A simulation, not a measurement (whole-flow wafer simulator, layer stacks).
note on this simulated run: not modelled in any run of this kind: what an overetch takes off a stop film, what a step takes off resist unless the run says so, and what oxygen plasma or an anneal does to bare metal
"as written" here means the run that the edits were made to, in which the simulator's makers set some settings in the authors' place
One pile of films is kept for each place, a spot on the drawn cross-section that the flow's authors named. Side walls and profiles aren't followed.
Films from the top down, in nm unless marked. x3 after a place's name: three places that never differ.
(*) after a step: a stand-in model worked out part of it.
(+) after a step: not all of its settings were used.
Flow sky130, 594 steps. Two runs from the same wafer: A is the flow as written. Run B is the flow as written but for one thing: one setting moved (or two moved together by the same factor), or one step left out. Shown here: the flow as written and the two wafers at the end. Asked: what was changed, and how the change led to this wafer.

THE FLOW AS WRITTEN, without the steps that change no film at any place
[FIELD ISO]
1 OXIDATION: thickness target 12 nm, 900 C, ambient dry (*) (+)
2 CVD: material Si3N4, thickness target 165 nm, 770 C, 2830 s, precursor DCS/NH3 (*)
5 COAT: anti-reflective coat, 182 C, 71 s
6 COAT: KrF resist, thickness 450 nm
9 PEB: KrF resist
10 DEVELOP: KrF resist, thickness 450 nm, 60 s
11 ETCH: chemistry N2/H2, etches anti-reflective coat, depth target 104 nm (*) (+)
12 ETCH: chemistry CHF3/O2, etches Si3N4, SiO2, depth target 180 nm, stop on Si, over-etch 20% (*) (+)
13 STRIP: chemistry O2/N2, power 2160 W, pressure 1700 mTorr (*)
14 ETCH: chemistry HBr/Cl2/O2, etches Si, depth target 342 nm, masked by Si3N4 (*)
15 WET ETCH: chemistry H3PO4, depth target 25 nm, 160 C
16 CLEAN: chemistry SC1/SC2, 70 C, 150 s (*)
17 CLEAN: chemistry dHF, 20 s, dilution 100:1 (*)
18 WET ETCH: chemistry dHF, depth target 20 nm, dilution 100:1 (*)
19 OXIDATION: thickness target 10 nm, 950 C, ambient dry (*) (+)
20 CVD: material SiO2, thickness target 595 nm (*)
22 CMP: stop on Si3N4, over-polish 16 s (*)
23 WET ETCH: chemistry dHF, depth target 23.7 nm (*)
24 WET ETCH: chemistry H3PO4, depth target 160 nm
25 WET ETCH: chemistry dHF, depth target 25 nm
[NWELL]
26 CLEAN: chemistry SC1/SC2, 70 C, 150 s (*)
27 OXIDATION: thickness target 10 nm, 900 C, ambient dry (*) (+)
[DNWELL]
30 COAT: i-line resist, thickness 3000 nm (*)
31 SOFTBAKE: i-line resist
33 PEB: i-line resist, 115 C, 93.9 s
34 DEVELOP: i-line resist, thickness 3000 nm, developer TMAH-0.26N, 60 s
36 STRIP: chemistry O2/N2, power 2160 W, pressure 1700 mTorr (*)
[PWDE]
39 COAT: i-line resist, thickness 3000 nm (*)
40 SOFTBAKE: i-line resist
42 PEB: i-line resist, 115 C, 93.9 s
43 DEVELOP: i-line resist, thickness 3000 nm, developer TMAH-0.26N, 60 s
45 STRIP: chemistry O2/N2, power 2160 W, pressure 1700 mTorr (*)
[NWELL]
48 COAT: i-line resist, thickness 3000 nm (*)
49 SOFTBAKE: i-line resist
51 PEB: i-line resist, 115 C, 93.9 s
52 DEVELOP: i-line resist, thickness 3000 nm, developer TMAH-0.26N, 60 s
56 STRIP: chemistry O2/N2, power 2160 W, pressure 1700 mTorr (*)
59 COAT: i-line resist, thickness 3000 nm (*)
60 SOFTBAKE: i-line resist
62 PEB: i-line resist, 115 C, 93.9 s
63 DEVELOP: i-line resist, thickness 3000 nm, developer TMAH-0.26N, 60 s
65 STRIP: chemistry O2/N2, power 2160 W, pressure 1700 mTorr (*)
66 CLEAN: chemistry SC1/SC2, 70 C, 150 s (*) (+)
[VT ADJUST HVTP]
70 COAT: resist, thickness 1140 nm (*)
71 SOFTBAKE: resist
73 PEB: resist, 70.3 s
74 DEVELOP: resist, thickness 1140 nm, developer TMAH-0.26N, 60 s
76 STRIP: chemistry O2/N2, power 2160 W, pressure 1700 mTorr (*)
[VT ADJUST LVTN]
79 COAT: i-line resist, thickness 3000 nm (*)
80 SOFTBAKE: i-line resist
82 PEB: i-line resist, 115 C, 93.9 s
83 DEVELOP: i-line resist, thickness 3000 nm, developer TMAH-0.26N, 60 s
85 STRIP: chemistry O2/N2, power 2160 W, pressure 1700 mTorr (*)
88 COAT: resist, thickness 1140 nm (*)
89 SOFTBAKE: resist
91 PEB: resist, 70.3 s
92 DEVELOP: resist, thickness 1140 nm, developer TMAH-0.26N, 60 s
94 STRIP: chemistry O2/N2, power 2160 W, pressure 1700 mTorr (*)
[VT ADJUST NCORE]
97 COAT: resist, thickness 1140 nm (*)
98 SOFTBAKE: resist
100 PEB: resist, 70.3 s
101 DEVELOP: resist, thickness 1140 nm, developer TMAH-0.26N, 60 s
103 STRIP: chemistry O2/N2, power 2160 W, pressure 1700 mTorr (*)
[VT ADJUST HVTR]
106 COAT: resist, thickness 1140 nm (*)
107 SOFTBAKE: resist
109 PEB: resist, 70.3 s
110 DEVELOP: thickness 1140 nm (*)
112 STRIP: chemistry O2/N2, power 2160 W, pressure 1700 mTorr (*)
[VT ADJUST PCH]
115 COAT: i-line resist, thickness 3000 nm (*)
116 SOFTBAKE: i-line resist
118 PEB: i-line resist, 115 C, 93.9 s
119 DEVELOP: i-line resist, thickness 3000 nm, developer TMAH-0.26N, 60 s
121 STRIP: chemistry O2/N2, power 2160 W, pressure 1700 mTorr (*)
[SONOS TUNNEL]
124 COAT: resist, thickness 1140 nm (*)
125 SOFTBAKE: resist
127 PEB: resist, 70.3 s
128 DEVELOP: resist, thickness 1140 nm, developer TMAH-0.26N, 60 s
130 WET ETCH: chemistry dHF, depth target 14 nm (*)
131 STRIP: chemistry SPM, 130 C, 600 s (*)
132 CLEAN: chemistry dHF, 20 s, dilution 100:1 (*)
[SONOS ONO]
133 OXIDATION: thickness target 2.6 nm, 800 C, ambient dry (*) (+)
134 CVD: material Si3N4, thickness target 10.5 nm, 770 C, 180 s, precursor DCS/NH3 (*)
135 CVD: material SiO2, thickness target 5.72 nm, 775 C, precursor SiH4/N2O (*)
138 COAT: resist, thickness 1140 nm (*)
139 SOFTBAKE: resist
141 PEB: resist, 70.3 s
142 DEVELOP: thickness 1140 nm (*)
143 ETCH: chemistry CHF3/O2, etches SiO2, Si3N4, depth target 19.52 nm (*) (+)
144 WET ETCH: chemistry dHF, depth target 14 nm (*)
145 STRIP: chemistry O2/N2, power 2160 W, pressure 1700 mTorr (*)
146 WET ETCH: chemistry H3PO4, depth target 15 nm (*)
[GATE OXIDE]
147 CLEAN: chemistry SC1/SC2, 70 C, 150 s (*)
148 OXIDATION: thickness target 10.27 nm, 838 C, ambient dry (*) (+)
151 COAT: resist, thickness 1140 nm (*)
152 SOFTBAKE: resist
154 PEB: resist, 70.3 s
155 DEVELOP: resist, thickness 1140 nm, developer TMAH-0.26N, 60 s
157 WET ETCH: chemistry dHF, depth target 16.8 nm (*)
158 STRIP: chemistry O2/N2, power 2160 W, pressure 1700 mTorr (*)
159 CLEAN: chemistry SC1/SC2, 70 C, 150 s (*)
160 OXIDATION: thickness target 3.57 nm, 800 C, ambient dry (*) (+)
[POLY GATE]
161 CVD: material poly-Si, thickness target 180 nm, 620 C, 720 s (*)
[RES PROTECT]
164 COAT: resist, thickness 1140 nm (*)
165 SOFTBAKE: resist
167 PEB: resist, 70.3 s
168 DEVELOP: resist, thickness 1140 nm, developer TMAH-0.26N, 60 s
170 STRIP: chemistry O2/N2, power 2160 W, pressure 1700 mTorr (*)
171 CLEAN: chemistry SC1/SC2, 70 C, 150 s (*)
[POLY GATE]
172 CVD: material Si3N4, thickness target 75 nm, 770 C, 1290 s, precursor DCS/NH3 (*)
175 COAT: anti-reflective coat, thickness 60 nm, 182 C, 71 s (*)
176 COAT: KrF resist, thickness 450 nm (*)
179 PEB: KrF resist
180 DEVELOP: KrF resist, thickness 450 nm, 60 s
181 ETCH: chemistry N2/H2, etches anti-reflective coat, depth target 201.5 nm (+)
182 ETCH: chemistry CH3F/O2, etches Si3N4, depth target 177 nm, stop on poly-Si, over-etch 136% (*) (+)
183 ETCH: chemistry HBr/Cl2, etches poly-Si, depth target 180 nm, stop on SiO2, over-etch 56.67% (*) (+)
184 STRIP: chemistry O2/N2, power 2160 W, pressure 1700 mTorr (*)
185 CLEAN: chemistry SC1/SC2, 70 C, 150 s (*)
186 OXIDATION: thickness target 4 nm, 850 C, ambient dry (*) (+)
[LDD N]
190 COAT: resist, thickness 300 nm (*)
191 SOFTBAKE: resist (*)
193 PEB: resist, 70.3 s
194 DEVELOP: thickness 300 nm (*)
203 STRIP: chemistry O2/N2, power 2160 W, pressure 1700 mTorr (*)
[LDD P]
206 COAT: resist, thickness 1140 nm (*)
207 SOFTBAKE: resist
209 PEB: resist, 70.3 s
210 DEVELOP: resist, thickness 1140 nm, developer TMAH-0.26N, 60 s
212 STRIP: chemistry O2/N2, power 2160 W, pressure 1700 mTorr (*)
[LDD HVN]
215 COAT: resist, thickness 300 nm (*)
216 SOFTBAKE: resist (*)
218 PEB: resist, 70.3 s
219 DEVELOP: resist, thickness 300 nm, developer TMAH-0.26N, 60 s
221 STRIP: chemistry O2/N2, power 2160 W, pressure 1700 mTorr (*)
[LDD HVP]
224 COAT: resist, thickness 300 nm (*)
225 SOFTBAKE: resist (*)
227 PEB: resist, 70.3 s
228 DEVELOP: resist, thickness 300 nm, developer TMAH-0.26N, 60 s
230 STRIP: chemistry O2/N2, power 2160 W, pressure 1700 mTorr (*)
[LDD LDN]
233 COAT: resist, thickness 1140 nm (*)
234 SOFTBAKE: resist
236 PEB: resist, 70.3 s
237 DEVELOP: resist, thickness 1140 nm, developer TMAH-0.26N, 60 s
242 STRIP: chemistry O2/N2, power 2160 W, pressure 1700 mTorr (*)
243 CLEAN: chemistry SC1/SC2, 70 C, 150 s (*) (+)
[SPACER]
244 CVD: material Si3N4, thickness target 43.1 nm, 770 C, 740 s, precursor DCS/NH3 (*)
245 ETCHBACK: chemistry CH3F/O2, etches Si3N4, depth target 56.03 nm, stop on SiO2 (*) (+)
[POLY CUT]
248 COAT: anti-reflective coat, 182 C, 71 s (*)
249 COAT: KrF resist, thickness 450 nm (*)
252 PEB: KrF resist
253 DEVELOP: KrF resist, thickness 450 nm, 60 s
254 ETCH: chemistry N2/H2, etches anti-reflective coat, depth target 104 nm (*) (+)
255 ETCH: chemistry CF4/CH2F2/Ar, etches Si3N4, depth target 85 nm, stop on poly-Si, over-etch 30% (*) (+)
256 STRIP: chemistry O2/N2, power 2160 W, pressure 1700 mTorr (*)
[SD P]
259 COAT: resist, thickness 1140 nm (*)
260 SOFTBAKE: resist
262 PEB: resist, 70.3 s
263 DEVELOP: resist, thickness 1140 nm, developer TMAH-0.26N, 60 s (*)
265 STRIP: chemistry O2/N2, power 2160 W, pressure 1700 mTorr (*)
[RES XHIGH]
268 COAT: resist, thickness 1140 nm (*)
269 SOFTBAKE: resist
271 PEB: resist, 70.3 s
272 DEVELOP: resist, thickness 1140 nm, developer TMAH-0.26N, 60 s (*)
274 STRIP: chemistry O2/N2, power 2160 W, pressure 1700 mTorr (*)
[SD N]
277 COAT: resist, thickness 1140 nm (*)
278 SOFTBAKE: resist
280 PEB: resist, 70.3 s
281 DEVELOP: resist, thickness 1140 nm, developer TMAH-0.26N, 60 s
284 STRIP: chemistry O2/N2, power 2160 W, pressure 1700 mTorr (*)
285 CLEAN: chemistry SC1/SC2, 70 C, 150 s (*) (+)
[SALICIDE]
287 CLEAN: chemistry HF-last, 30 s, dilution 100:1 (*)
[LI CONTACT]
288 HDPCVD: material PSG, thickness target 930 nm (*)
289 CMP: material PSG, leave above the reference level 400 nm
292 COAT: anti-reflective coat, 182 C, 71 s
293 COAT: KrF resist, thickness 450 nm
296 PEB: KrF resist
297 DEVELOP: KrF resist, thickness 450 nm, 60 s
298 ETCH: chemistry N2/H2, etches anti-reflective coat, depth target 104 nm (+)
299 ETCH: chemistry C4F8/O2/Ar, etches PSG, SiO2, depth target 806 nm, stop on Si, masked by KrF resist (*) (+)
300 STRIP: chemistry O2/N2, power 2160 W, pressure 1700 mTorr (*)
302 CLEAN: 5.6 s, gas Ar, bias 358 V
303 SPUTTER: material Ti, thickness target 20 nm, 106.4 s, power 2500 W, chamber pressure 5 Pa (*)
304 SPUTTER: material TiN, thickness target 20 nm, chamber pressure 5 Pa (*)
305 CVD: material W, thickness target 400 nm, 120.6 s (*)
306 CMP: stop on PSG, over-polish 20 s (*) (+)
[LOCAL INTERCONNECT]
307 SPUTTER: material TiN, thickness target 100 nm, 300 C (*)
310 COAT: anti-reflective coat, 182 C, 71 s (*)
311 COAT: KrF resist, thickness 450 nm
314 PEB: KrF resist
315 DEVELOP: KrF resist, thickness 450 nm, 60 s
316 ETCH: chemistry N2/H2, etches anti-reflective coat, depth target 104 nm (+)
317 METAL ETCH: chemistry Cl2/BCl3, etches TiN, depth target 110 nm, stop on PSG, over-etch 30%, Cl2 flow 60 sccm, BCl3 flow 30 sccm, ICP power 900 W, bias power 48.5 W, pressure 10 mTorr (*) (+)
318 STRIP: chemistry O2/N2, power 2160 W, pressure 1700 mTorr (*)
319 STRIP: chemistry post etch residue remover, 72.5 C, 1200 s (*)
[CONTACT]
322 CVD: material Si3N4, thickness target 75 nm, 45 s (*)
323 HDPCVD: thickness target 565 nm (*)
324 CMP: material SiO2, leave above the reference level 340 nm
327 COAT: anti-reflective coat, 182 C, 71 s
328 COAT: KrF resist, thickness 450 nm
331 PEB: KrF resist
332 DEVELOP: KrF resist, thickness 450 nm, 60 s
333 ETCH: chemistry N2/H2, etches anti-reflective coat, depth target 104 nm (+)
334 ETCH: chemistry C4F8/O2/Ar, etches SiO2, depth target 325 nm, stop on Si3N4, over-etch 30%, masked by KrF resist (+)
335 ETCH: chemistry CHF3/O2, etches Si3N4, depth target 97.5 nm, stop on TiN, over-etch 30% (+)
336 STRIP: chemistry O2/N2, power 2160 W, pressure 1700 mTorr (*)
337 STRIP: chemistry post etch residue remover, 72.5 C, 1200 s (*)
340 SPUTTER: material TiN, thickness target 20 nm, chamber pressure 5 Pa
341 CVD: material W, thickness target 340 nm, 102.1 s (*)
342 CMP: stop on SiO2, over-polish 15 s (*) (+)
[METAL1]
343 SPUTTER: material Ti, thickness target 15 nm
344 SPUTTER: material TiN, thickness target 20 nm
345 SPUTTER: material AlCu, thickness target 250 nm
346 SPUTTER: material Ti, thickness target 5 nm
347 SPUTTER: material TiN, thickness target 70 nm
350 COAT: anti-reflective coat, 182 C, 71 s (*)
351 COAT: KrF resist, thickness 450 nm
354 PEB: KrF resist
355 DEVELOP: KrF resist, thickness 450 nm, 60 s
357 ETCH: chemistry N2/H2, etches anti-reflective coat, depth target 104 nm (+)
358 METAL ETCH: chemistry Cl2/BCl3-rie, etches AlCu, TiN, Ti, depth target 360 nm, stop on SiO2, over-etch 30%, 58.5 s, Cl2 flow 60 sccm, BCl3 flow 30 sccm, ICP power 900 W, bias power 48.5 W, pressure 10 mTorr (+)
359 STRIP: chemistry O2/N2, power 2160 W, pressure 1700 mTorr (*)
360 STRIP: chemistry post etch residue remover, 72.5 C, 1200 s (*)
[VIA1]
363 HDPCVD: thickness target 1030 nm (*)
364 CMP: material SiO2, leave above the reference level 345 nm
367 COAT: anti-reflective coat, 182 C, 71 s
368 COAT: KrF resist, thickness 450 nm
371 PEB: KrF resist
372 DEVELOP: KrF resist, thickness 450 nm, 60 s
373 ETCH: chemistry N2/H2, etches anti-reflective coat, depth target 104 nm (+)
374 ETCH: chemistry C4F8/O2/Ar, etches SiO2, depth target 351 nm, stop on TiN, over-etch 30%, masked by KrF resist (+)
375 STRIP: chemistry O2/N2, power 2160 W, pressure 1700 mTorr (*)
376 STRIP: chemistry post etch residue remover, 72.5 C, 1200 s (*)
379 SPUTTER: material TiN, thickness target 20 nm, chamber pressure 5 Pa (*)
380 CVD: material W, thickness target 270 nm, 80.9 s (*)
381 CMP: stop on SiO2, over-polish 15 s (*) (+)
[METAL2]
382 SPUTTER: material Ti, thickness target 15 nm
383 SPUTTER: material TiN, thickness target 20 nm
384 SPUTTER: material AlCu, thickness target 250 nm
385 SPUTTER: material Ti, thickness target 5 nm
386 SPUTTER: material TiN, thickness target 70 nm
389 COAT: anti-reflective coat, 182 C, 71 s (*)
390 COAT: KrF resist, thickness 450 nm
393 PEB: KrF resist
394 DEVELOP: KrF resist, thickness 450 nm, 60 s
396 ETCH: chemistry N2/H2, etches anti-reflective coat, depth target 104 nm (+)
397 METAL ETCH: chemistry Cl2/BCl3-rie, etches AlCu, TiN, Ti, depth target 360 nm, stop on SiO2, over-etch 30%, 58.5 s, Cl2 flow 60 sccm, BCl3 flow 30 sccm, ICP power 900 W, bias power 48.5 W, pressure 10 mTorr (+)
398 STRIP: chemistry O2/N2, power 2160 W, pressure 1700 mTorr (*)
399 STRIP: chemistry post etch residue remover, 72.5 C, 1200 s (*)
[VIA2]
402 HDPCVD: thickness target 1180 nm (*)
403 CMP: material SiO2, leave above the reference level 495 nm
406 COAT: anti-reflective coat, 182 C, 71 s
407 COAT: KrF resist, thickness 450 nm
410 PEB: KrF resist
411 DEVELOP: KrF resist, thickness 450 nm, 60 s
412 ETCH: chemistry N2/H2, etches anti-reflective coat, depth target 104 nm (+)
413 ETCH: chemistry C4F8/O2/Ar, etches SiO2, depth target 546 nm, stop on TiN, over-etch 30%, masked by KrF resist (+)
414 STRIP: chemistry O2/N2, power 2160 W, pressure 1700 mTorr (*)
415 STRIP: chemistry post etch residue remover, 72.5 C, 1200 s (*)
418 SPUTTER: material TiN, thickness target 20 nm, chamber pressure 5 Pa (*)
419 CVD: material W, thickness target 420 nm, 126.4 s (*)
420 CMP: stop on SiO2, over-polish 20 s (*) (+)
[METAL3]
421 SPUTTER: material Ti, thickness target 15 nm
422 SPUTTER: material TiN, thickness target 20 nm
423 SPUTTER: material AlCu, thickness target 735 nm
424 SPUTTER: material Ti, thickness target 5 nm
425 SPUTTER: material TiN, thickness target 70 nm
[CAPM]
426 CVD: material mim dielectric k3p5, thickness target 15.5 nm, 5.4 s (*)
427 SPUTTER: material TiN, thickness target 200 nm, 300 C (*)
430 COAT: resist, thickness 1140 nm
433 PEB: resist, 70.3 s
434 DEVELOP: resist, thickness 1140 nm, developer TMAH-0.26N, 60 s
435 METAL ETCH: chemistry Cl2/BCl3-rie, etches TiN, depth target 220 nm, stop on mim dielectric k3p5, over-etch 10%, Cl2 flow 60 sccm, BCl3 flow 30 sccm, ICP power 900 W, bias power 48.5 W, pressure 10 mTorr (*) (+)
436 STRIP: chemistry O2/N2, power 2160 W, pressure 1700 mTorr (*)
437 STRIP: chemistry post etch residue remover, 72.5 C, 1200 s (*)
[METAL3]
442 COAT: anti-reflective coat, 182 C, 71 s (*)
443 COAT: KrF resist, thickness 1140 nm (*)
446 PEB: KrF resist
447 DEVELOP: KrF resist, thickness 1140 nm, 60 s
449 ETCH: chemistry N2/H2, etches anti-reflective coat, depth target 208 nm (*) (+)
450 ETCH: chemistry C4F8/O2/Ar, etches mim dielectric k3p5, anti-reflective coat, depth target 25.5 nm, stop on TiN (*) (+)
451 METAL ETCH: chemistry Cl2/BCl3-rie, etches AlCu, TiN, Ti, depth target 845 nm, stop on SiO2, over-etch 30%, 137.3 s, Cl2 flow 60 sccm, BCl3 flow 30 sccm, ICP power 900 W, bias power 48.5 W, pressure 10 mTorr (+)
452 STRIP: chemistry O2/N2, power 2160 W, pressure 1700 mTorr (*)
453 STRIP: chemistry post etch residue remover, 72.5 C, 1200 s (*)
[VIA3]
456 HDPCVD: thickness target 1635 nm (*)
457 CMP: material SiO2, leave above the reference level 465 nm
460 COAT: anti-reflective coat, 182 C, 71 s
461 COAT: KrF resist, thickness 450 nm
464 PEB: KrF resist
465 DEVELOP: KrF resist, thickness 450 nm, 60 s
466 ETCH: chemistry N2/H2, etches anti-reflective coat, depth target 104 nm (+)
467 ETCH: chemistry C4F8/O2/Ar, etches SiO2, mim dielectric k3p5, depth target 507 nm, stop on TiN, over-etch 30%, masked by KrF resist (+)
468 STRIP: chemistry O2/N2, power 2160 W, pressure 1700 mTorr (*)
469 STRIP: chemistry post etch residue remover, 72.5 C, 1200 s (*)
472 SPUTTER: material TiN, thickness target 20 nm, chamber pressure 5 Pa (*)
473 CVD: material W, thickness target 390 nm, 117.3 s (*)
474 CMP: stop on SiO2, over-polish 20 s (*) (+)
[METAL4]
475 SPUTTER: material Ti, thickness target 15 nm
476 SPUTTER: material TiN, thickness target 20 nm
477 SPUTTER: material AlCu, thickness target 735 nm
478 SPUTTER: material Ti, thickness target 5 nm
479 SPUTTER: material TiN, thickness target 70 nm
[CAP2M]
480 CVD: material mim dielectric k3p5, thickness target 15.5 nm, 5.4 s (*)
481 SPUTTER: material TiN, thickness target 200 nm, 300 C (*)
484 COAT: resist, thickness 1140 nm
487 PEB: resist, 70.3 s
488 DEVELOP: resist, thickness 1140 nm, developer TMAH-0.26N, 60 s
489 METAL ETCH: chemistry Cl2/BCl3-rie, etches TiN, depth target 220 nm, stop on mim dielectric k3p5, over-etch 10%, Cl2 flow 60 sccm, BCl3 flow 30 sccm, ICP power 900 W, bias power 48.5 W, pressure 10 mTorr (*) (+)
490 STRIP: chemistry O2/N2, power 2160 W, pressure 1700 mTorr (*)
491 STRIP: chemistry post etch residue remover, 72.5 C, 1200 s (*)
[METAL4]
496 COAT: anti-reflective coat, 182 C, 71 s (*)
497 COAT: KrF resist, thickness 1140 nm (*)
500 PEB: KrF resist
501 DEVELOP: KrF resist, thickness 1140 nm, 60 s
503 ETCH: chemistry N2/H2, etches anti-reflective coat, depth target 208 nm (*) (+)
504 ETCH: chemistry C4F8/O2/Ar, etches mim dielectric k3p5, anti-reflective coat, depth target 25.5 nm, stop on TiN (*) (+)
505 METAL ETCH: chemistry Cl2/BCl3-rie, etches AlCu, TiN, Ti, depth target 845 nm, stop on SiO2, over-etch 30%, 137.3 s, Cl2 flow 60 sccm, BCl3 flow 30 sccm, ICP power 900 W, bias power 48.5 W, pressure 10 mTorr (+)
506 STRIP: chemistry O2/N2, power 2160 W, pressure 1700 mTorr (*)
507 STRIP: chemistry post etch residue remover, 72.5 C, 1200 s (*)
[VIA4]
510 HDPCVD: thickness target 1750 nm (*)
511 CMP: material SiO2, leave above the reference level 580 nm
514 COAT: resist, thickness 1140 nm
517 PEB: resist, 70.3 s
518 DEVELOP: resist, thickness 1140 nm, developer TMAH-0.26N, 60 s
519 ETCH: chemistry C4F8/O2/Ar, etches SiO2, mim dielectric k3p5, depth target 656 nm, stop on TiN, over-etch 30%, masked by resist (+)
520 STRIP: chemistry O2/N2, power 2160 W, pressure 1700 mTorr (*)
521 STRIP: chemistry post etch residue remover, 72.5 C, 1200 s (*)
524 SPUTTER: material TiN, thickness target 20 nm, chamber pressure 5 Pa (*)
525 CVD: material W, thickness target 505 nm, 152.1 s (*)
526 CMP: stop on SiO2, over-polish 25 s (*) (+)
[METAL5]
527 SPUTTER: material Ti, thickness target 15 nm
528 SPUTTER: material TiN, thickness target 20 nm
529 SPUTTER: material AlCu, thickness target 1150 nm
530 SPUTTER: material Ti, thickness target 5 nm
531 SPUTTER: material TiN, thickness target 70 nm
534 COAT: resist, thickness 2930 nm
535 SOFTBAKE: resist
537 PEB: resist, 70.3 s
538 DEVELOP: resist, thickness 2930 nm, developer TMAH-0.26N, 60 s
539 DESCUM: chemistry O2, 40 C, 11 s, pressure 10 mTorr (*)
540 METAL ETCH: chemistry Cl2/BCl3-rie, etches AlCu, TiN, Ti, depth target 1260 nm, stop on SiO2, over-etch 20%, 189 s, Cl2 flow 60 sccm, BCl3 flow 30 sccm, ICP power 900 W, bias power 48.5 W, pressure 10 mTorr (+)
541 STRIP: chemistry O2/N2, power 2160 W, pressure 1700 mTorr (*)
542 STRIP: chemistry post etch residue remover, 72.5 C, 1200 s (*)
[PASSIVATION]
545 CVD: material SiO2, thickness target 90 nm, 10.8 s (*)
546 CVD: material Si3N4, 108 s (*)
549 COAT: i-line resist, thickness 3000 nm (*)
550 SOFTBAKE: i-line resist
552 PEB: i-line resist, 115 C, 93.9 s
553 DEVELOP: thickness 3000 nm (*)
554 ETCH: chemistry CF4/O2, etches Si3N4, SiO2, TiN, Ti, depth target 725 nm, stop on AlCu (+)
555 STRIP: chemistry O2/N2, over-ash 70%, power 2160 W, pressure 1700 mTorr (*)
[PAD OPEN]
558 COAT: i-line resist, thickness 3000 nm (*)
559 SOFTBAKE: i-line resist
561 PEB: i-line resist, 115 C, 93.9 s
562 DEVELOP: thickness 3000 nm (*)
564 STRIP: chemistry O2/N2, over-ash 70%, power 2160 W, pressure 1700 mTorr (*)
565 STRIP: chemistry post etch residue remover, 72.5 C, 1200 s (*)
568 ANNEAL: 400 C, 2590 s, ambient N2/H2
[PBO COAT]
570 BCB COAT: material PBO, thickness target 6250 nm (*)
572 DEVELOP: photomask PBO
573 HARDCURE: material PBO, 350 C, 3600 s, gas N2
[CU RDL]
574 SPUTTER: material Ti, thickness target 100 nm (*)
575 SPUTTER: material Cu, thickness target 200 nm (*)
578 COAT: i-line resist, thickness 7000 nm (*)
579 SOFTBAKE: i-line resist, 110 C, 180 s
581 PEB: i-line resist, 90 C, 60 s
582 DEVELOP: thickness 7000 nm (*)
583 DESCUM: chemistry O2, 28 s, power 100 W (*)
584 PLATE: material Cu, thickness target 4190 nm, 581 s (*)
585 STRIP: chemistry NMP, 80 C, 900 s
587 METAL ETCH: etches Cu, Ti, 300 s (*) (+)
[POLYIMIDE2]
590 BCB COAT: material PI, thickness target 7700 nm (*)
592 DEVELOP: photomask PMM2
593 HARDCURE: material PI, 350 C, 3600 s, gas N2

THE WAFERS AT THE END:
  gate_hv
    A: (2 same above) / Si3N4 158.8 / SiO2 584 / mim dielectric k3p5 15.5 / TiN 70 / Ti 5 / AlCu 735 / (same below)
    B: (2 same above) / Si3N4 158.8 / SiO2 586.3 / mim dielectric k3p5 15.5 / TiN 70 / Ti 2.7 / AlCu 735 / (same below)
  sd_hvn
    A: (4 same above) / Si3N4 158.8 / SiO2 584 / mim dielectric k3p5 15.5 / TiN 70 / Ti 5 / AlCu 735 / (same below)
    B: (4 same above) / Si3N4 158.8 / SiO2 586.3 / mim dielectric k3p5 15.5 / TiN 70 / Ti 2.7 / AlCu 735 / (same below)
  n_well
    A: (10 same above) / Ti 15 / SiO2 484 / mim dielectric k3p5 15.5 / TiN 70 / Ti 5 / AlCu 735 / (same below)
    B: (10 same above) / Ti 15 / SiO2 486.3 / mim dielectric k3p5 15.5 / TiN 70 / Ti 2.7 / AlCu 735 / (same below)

The cause: step 478, SPUTTER: thickness target 2.7 nm was run, where the flow has thickness target 5 nm.
It can be read off the wafer: gate_hv has Ti 2.7, and step 478 as written asks for 5 nm.

How the change led to this, step by step:
  478 SPUTTER: material Ti, thickness target 5 nm
      field, active, n_well and 189 more: A Ti +5 (new film) | B Ti +2.7 (new film)
  505 METAL ETCH: chemistry Cl2/BCl3-rie, etches AlCu, TiN, Ti, depth target 845 nm, stop on SiO2, over-etch 30%, 137.3 s, Cl2 flow 60 sccm, BCl3 flow 30 sccm, ICP power 900 W, bias power 48.5 W, pressure 10 mTorr (+)
      field, gate, spacer and 68 more: A TiN -70 (all of it), Ti -5 (all of it), AlCu -735 (all of it), TiN -20 (all of it), Ti -15 (all of it), SiO2 -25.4 | B TiN -70 (all of it), Ti -2.7 (all of it), AlCu -735 (all of it), TiN -20 (all of it), Ti -15 (all of it), SiO2 -25.6
      active, vpp_iso1, mim_edge_plate and 14 more: A TiN -70 (all of it), Ti -5 (all of it), AlCu -735 (all of it), TiN -20 (all of it), Ti -15 (all of it), SiO2 -25.3 | B TiN -70 (all of it), Ti -2.7 (all of it), AlCu -735 (all of it), TiN -20 (all of it), Ti -15 (all of it), SiO2 -25.6
